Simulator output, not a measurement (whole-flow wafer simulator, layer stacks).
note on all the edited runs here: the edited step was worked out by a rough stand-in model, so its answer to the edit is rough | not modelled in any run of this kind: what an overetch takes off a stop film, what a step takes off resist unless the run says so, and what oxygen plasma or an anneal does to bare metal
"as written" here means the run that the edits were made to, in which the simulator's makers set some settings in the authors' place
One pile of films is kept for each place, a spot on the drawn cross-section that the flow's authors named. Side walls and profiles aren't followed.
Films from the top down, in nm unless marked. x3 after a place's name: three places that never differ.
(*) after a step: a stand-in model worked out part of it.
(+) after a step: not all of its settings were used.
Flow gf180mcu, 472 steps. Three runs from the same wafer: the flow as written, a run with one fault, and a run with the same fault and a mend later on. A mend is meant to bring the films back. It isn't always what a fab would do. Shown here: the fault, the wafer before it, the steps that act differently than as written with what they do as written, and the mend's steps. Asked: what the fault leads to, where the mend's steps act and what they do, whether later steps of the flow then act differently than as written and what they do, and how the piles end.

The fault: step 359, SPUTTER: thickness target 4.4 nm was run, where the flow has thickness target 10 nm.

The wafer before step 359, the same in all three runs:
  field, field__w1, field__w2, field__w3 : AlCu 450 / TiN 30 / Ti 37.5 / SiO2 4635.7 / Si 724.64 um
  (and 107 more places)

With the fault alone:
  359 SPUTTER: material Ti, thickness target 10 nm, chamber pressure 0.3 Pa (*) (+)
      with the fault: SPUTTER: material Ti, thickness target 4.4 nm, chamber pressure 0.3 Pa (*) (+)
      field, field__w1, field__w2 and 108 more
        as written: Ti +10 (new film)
        with the fault: Ti +4.4 (new film)
  Later steps of the flow that act differently than as written (5 more steps differ only slightly, by at most 2% or 0.5 nm, whichever is larger, and aren't shown):
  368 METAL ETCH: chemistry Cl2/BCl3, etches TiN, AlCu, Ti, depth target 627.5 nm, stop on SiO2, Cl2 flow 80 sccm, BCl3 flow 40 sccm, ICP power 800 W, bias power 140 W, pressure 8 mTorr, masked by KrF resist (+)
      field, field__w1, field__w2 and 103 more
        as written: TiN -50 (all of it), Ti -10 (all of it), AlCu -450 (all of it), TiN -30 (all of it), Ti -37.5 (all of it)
        with the fault: TiN -50 (all of it), Ti -4.4 (all of it), AlCu -450 (all of it), TiN -30 (all of it), Ti -37.5 (all of it)
  At the end the piles differ from the flow's by more than 2% or 0.5 nm, whichever is larger, at field__w8, contact, m1, m1__w1, m1_nw.
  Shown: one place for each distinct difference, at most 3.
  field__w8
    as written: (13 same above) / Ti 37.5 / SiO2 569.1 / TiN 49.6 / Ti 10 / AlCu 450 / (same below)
    with the fault: (13 same above) / Ti 37.5 / SiO2 574.7 / TiN 49.6 / Ti 4.4 / AlCu 450 / (same below)
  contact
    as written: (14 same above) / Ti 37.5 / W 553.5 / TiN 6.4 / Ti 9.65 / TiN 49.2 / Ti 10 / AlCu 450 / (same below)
    with the fault: (14 same above) / Ti 37.5 / W 559.2 / TiN 6.38 / Ti 9.62 / TiN 49.2 / Ti 4.4 / AlCu 450 / (same below)

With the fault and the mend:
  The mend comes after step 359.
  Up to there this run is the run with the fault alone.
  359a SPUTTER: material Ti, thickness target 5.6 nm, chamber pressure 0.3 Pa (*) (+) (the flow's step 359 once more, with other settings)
      field, field__w1, field__w2 and 108 more
        Ti +5.6
  No later step of the flow acts differently than as written at any place that is followed.
  At the end the piles are the same as the flow's at every place that both follow.
